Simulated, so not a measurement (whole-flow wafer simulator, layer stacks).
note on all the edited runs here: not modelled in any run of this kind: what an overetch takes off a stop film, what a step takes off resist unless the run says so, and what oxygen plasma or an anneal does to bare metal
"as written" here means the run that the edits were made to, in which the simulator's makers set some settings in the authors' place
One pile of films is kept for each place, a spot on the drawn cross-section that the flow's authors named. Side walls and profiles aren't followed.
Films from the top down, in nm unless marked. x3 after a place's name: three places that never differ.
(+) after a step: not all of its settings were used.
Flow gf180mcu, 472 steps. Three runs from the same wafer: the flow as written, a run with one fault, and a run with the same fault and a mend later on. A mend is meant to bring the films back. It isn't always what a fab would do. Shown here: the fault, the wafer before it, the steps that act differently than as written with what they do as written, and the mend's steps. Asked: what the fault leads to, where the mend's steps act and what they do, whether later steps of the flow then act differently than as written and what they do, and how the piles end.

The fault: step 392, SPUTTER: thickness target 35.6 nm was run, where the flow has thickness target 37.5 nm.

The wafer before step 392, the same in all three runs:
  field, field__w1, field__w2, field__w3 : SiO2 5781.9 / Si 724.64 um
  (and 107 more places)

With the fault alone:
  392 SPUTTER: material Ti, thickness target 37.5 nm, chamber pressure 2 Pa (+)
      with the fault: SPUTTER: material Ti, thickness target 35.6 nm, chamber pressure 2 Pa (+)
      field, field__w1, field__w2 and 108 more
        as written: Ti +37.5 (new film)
        with the fault: Ti +35.6 (new film)
  Later steps of the flow that act differently than as written (2 more steps differ only slightly, by at most 2% or 0.5 nm, whichever is larger, and aren't shown):
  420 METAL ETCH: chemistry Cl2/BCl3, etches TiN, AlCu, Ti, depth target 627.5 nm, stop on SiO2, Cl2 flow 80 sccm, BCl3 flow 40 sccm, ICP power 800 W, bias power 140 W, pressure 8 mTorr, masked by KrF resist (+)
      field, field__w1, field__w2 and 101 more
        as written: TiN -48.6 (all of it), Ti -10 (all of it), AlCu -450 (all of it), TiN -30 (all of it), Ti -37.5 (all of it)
        with the fault: TiN -48.6 (all of it), Ti -10 (all of it), AlCu -450 (all of it), TiN -30 (all of it), Ti -35.6 (all of it)
  At the end the piles differ from the flow's by more than 2% or 0.5 nm, whichever is larger, at field__w4, field__w8, contact, m1, m1__w1, mim, mim_1p0, m1_nw.
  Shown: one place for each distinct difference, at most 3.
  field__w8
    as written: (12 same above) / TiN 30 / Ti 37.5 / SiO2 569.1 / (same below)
    with the fault: (12 same above) / TiN 30 / Ti 35.6 / SiO2 569.1 / (same below)
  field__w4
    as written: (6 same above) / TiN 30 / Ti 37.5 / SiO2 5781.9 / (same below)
    with the fault: (6 same above) / TiN 30 / Ti 35.6 / SiO2 5781.9 / (same below)
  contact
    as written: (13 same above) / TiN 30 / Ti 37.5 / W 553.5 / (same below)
    with the fault: (13 same above) / TiN 30 / Ti 35.6 / W 553.5 / (same below)

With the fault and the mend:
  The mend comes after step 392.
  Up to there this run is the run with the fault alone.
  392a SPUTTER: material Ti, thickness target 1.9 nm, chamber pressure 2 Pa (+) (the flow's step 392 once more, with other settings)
      field, field__w1, field__w2 and 108 more
        Ti +1.9
  No later step of the flow acts differently than as written at any place that is followed.
  At the end the piles are the same as the flow's at every place that both follow.
